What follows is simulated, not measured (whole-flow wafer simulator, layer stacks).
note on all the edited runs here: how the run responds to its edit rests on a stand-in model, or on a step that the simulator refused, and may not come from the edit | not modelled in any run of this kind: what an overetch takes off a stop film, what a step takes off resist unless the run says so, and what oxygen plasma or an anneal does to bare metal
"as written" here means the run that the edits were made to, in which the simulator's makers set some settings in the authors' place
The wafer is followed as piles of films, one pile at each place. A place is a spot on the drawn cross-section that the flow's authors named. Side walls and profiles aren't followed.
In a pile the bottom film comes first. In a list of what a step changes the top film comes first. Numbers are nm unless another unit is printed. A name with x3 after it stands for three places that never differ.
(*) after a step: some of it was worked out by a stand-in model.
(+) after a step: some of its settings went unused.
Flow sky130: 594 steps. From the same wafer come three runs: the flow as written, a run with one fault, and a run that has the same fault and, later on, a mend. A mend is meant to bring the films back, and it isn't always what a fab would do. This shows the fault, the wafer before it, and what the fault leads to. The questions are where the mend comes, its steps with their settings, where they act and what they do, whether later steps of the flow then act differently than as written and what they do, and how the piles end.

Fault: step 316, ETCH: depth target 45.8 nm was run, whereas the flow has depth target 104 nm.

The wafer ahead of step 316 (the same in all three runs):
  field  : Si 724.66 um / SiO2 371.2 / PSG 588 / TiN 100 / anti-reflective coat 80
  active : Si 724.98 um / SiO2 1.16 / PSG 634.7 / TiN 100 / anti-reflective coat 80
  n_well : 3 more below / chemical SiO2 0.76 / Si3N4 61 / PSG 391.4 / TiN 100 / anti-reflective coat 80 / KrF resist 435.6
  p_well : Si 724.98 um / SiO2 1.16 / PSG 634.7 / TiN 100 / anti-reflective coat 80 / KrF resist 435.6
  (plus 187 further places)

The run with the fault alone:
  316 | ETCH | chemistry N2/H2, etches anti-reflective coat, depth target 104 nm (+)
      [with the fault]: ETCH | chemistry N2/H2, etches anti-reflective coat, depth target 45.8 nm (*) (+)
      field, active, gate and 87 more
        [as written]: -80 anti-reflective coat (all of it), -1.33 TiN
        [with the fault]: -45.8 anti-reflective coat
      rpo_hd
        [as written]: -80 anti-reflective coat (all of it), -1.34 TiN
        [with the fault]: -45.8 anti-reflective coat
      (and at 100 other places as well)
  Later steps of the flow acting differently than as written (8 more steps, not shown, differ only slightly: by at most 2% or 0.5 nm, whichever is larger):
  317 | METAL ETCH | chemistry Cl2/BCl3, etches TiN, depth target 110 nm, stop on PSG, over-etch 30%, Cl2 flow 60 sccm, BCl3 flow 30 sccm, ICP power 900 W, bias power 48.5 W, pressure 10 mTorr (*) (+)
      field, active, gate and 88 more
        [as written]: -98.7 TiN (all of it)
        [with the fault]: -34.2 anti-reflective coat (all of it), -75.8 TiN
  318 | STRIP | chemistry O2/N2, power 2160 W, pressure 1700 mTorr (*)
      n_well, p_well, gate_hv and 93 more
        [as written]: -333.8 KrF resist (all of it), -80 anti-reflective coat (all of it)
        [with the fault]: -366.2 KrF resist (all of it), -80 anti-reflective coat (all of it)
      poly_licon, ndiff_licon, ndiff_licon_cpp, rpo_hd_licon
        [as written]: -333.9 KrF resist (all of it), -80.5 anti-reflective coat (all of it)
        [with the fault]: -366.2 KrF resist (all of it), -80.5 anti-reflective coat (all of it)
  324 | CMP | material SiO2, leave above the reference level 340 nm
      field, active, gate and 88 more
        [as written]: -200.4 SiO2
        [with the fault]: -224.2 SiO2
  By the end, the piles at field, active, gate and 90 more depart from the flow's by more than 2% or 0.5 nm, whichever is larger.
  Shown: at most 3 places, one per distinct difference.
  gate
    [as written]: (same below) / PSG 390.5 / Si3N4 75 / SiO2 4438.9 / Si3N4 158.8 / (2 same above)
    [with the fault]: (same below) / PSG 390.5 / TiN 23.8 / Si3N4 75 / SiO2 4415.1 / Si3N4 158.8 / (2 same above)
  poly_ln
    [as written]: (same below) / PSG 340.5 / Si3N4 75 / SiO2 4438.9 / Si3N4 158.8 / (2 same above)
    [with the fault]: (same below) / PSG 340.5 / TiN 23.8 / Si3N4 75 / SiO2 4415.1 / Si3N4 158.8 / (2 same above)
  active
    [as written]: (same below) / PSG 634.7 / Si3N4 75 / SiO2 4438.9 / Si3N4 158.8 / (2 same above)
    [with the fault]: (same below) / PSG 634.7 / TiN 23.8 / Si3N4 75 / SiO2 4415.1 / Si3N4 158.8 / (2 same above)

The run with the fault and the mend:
  The mend stands after step 316.
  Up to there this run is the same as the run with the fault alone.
  316a | ETCH | chemistry N2/H2, etches anti-reflective coat, depth target 58.2 nm (*) (+) (a further turn of the flow's step 316, with different settings)
      n_well, p_well, gate_hv and 97 more
        -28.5 KrF resist
      field, active, gate and 88 more
        -34.2 anti-reflective coat (all of it), -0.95 TiN
  Later steps of the flow that are run all act as written at every place that is followed, up to a difference of at most 2% or 0.5 nm, whichever is larger.
  The piles end the same as the flow's at every place that both follow.
